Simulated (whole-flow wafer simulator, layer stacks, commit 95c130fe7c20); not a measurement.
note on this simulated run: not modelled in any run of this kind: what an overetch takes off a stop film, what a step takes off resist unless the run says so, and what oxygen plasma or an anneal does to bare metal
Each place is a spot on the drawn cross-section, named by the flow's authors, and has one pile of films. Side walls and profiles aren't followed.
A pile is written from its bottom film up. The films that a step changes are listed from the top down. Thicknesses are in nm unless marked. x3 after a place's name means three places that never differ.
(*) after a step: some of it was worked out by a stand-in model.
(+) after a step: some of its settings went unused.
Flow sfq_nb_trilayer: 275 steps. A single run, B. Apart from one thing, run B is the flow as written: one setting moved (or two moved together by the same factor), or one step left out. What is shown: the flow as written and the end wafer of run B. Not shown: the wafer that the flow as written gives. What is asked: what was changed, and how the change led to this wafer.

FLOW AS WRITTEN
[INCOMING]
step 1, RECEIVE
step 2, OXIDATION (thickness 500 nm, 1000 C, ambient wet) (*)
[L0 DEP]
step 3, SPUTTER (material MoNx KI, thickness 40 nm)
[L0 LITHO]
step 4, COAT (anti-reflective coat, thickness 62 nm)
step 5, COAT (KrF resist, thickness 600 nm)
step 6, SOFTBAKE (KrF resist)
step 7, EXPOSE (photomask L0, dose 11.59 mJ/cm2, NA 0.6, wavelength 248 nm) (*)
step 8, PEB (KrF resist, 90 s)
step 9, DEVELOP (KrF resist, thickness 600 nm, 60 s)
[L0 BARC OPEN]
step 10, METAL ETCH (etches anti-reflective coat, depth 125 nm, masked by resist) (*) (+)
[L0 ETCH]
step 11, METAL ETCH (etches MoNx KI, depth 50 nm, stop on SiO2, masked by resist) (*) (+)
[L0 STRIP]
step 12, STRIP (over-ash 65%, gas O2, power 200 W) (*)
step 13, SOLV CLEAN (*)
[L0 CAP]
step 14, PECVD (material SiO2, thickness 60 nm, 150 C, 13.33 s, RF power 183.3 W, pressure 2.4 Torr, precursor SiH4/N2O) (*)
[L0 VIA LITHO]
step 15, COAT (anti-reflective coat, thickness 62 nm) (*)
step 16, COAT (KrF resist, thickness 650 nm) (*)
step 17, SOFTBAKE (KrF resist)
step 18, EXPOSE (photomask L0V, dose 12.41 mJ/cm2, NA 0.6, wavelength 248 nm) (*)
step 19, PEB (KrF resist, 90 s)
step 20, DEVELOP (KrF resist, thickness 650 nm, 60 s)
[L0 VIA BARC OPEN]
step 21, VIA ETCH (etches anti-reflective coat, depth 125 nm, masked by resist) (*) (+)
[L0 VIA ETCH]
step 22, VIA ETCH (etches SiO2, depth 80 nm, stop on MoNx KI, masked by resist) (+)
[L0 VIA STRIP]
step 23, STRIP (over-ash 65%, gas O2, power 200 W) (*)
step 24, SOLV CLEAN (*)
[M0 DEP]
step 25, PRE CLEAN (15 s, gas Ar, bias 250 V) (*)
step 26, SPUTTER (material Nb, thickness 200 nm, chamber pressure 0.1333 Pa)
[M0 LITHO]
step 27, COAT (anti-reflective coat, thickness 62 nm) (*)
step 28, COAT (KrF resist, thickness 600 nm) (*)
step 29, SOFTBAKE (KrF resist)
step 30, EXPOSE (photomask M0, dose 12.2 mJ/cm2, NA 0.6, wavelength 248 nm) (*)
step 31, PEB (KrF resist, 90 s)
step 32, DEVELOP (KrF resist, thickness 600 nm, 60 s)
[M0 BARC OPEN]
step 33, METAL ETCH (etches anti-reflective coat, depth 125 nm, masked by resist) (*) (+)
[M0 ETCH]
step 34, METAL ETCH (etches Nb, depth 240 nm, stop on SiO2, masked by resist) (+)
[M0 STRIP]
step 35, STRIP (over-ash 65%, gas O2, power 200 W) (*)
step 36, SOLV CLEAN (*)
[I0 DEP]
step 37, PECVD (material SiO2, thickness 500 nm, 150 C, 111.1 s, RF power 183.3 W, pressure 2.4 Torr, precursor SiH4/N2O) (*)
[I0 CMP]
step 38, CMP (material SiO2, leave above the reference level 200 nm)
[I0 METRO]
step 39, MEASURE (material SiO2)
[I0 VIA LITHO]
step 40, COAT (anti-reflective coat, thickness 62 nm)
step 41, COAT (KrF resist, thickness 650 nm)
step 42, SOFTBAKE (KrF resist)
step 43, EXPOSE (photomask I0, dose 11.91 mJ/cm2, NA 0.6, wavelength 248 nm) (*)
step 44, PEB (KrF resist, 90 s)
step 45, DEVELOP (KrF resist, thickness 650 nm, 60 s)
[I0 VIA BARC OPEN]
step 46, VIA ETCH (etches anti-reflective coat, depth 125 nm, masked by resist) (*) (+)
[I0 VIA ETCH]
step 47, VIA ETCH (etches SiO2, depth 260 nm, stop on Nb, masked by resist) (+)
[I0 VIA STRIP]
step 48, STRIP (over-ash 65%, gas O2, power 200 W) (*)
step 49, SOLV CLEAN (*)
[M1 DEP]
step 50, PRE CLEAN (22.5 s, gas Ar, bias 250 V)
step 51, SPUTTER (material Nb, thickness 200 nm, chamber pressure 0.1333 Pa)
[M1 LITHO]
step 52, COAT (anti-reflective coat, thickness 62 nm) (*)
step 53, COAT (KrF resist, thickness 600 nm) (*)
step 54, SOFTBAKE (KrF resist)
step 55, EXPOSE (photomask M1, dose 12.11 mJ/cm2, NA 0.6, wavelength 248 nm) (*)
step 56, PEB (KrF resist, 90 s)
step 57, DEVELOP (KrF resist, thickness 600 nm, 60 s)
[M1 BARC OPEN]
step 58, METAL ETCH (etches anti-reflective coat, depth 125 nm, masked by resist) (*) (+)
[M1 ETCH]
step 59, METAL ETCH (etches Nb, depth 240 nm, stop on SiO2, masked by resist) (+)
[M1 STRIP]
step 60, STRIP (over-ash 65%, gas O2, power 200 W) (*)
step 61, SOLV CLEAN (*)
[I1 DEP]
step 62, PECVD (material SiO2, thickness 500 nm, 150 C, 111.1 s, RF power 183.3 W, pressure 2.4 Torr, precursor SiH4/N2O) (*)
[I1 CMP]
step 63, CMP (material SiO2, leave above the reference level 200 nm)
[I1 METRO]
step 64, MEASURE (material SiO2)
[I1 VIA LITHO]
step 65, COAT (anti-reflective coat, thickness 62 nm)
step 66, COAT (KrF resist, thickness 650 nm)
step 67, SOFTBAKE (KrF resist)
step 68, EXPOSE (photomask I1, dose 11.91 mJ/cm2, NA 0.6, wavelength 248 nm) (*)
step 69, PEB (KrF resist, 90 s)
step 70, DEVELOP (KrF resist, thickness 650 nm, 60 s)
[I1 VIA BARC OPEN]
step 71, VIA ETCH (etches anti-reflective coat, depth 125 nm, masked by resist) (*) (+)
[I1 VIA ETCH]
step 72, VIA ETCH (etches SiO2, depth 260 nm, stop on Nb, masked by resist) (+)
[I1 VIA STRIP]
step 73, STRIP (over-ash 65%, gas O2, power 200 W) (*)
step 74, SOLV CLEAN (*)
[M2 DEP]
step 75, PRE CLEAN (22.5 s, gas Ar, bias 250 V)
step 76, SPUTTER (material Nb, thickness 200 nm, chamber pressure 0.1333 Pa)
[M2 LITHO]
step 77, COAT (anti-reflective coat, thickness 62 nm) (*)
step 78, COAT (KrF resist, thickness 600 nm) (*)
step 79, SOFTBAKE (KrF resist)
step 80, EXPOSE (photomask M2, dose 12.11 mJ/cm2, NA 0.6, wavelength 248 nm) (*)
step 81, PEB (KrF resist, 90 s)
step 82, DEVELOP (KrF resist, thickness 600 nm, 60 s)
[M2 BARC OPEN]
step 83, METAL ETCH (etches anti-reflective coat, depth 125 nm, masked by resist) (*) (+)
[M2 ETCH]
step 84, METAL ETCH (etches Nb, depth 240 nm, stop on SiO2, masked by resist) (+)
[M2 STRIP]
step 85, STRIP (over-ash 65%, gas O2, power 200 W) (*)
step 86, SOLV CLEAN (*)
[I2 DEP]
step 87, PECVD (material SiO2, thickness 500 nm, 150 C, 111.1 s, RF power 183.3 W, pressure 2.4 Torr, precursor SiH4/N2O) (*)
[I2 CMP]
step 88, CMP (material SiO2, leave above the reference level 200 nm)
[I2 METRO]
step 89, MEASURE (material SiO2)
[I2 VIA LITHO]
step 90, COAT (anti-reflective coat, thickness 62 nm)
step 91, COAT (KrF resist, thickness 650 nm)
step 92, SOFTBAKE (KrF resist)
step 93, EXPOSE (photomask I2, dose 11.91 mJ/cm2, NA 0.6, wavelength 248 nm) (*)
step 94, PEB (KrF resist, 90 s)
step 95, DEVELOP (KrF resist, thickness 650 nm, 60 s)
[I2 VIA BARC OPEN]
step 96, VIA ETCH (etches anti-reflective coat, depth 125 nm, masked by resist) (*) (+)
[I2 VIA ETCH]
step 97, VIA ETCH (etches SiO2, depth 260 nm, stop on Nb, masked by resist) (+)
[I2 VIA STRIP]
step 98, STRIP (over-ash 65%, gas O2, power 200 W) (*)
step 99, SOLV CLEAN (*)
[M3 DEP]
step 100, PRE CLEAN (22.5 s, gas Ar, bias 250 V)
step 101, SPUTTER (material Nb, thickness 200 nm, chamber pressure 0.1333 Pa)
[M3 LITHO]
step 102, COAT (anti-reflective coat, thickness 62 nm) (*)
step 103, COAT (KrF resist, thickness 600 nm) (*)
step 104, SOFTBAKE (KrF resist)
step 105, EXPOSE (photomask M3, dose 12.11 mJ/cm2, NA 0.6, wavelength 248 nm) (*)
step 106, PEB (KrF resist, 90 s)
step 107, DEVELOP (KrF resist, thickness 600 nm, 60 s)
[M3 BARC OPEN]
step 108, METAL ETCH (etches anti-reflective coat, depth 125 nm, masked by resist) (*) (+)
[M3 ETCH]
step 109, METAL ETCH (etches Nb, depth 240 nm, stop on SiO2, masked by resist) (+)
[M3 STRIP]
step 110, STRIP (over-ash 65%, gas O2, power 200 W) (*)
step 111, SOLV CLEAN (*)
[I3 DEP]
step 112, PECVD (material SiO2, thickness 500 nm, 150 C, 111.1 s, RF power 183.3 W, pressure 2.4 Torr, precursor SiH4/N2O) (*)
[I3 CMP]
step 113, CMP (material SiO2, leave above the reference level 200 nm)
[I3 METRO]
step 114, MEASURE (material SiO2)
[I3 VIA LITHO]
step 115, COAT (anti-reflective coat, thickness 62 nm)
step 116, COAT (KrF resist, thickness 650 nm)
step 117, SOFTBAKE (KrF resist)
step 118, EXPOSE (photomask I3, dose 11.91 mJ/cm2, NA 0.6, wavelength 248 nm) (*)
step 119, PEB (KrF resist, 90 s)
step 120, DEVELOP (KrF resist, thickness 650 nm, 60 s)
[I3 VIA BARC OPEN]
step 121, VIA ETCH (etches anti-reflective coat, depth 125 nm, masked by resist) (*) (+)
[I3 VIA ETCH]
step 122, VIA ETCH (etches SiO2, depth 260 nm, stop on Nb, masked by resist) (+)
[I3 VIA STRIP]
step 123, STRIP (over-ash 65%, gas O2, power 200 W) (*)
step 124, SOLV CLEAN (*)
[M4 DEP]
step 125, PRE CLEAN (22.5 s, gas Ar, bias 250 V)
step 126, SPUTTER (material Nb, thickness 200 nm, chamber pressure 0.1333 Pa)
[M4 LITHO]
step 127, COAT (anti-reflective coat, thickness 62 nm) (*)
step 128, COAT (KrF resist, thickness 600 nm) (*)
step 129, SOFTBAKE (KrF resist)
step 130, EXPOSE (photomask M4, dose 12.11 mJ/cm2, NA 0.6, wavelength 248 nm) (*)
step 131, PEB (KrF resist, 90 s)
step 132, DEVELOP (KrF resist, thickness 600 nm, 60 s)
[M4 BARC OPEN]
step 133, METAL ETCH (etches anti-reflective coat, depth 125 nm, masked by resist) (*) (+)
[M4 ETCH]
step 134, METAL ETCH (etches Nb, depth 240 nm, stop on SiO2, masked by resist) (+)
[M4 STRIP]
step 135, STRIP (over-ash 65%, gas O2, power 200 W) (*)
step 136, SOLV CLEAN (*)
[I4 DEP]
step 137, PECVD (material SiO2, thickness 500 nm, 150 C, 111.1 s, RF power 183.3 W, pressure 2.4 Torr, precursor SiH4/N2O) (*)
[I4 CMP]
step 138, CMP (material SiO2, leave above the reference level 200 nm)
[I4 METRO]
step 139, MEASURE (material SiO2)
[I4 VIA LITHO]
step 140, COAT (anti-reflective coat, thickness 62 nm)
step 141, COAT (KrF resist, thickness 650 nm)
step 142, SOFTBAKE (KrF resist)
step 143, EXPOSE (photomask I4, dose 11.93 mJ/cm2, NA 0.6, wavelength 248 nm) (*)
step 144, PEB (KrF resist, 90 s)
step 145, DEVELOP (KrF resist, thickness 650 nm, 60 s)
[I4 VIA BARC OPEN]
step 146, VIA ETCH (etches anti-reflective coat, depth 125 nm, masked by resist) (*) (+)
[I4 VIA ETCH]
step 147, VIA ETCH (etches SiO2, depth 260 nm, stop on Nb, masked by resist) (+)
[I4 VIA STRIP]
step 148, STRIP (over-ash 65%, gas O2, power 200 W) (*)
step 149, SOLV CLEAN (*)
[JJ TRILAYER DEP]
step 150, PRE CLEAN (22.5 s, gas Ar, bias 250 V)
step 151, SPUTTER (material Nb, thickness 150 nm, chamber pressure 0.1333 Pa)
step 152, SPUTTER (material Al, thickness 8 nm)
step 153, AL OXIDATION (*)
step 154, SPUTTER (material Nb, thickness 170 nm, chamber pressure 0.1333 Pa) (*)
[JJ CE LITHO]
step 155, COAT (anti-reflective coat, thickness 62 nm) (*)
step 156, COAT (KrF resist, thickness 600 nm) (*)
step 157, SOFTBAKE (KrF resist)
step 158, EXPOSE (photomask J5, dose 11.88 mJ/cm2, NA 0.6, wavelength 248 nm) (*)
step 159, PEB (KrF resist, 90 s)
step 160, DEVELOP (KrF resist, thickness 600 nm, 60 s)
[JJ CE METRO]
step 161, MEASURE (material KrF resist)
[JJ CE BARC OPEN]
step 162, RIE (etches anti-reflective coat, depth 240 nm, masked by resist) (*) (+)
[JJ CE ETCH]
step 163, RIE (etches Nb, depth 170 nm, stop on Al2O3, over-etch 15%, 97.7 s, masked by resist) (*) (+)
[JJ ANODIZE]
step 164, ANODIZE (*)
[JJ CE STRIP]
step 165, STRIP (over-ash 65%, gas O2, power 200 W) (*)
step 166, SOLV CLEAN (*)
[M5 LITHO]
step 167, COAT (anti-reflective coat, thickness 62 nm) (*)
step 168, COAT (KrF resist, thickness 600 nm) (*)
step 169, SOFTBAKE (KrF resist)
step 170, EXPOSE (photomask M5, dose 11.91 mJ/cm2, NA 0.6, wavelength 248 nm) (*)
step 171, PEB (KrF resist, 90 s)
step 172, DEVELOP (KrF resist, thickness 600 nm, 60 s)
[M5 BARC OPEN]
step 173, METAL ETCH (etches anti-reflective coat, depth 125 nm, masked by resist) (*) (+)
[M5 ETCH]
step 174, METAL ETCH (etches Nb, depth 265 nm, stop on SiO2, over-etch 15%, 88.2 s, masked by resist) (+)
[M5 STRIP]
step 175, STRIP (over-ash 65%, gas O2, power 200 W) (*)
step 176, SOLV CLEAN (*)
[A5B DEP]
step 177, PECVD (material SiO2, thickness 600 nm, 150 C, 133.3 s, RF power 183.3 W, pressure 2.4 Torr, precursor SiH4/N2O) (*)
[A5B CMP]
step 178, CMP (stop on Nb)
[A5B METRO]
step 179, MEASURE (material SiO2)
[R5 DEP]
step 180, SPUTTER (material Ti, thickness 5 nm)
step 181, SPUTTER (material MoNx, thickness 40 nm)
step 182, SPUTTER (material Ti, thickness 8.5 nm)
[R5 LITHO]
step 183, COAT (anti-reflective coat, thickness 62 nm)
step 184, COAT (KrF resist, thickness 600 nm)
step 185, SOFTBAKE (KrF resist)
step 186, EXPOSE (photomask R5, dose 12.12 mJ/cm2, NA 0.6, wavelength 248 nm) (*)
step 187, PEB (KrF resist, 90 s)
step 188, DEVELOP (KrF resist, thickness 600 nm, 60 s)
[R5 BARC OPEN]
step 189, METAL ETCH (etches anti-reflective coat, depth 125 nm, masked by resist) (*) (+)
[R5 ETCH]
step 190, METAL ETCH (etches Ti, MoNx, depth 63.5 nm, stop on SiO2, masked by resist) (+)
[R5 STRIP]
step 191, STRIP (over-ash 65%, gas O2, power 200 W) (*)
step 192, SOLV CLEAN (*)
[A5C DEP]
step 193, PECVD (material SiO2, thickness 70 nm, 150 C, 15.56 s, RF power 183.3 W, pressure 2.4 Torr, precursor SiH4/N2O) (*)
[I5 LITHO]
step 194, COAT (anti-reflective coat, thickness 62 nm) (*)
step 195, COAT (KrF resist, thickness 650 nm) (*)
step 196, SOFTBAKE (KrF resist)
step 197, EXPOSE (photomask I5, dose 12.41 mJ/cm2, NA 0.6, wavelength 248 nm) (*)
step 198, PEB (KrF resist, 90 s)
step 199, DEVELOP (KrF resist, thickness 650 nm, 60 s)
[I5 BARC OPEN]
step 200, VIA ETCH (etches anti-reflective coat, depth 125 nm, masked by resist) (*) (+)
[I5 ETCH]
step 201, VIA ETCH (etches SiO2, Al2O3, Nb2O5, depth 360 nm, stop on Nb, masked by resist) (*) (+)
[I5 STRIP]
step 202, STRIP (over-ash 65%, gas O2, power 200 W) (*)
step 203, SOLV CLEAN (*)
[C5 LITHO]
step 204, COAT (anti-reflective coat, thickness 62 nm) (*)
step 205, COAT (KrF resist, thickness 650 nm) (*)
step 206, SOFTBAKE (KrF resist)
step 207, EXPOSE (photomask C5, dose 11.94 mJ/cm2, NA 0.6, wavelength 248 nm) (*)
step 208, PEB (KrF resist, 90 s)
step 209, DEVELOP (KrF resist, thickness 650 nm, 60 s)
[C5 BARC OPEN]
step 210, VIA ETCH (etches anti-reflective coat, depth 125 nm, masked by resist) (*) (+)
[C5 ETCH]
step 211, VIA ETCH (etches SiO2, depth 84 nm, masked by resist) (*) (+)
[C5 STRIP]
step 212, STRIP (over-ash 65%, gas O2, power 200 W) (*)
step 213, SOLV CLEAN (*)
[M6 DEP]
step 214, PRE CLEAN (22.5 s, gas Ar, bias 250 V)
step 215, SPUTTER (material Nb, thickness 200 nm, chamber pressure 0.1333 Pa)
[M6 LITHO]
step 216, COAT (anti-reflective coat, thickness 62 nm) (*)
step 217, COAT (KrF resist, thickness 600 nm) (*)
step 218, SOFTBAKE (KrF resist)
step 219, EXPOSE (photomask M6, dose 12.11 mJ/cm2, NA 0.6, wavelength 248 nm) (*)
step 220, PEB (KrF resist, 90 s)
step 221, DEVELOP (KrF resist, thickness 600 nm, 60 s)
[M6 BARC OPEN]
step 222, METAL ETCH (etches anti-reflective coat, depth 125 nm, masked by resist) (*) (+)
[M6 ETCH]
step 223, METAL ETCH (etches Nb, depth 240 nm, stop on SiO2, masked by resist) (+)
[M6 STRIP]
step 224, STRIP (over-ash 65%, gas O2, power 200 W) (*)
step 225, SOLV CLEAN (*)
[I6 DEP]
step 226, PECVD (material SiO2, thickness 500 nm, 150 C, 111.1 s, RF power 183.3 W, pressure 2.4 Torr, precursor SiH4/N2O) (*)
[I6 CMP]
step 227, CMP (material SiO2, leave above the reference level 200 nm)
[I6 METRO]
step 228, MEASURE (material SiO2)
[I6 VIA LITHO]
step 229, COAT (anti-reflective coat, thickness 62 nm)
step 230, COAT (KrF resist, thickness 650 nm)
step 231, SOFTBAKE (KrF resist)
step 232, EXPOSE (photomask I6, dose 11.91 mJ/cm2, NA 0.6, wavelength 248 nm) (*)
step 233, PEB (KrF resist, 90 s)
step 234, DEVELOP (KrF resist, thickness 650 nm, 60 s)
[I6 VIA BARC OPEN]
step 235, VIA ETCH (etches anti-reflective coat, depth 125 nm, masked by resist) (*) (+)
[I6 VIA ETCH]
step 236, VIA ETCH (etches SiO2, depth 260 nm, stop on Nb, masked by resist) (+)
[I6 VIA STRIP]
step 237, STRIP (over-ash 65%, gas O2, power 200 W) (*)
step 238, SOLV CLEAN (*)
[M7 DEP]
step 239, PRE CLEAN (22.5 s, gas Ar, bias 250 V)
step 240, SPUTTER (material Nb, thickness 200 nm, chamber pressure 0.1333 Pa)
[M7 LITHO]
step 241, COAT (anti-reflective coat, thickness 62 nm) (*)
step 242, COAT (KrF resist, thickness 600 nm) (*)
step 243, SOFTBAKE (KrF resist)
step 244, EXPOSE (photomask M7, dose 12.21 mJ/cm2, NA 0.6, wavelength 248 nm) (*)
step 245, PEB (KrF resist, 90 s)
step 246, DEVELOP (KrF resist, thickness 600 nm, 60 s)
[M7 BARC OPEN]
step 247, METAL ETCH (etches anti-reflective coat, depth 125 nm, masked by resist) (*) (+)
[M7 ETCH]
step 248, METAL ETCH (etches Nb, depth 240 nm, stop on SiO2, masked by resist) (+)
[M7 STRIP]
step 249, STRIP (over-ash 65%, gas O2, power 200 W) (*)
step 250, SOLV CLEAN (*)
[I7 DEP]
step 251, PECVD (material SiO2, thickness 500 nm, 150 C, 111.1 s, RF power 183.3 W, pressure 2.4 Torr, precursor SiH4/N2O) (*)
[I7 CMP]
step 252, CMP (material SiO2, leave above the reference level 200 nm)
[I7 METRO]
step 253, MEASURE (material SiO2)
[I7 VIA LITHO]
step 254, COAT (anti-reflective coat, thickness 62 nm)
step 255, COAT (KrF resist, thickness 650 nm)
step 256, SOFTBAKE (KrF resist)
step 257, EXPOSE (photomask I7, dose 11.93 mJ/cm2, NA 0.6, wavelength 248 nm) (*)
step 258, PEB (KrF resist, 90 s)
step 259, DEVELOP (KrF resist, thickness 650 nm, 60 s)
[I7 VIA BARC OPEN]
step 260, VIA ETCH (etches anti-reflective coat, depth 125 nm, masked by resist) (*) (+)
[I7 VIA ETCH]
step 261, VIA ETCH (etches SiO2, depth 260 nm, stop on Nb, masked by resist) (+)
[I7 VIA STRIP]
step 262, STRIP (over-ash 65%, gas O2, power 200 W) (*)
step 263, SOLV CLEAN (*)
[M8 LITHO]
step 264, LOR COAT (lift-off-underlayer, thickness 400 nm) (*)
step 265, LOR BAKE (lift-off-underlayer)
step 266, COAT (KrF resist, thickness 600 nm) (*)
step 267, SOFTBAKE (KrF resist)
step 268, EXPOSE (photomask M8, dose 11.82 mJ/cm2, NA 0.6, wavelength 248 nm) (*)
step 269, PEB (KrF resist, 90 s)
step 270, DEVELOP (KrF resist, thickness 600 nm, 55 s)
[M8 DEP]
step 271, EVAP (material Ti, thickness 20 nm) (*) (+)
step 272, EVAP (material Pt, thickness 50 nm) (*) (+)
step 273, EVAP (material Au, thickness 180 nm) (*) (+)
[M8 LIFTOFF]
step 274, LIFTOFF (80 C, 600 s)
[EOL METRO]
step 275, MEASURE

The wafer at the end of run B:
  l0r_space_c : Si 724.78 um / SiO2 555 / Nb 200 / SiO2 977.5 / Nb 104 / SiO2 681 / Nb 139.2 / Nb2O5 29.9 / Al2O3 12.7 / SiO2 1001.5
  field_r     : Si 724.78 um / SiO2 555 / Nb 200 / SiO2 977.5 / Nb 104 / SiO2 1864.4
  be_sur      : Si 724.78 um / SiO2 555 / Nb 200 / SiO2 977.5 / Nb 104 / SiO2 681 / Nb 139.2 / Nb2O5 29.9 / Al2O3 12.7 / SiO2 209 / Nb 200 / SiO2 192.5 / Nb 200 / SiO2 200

What caused this: step 109, METAL ETCH: depth 96 nm was run, whereas the flow has depth 240 nm.

How this came from the change, step by step:
  step 109, METAL ETCH (etches Nb, depth 240 nm, stop on SiO2, masked by resist) (+)
      field_l, be, be_sur and 72 more: Nb loses 96 (in the flow as written it would be: Nb loses 200 (all of it))
      v_sur, via_wl, via_w and 28 more: KrF resist loses 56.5 (in the flow as written it would be: KrF resist loses 141.2)
  step 110, STRIP (over-ash 65%, gas O2, power 200 W) (*)
      p4_w1 x9, wl_j_sl, wl_jj and 13 more: KrF resist loses 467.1 (all of it), anti-reflective coat loses 62 (all of it) (in the flow as written it would be: KrF resist loses 382.4 (all of it), anti-reflective coat loses 62 (all of it))
      via_wl, via_wr: KrF resist loses 468.9 (all of it), anti-reflective coat loses 34.2 (all of it) (in the flow as written it would be: KrF resist loses 384.2 (all of it), anti-reflective coat loses 34.2 (all of it))
      (also at 5 further places)
  step 112, PECVD (material SiO2, thickness 500 nm, 150 C, 111.1 s, RF power 183.3 W, pressure 2.4 Torr, precursor SiH4/N2O) (*)
      field_l, be, be_sur and 64 more: SiO2 gains 500 (new film) (in the flow as written it would be: SiO2 gains 500)
      p4_g1 x2, p3_s0 x6: SiO2 gains 500 (new film) (in the flow as written it would be: SiO2 gains 557.1)
  step 113, CMP (material SiO2, leave above the reference level 200 nm)
      field_l, be, be_sur and 64 more: SiO2 loses 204 (in the flow as written it would be: SiO2 loses 100)
      p4_g1 x2, p3_s0 x6: SiO2 loses 204 (in the flow as written it would be: SiO2 loses 157.1)
With metal films that touch counted as one body, l0r_space_c has 3 bodies (between them, from the top down: SiO2 681; SiO2 977.5); the flow as written gives 2 bodies (between them, from the top down: SiO2 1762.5).
With metal films that touch counted as one body, field_r has 2 bodies (between them, from the top down: SiO2 977.5); the flow as written gives 1 body.
With metal films that touch counted as one body, be_sur has 5 bodies (between them, from the top down: SiO2 192.5; SiO2 209 / Al2O3 12.7 / Nb2O5 29.9; SiO2 681; SiO2 977.5); the flow as written gives 4 bodies (between them, from the top down: SiO2 192.5; SiO2 209 / Al2O3 12.7 / Nb2O5 29.9; SiO2 1762.5).
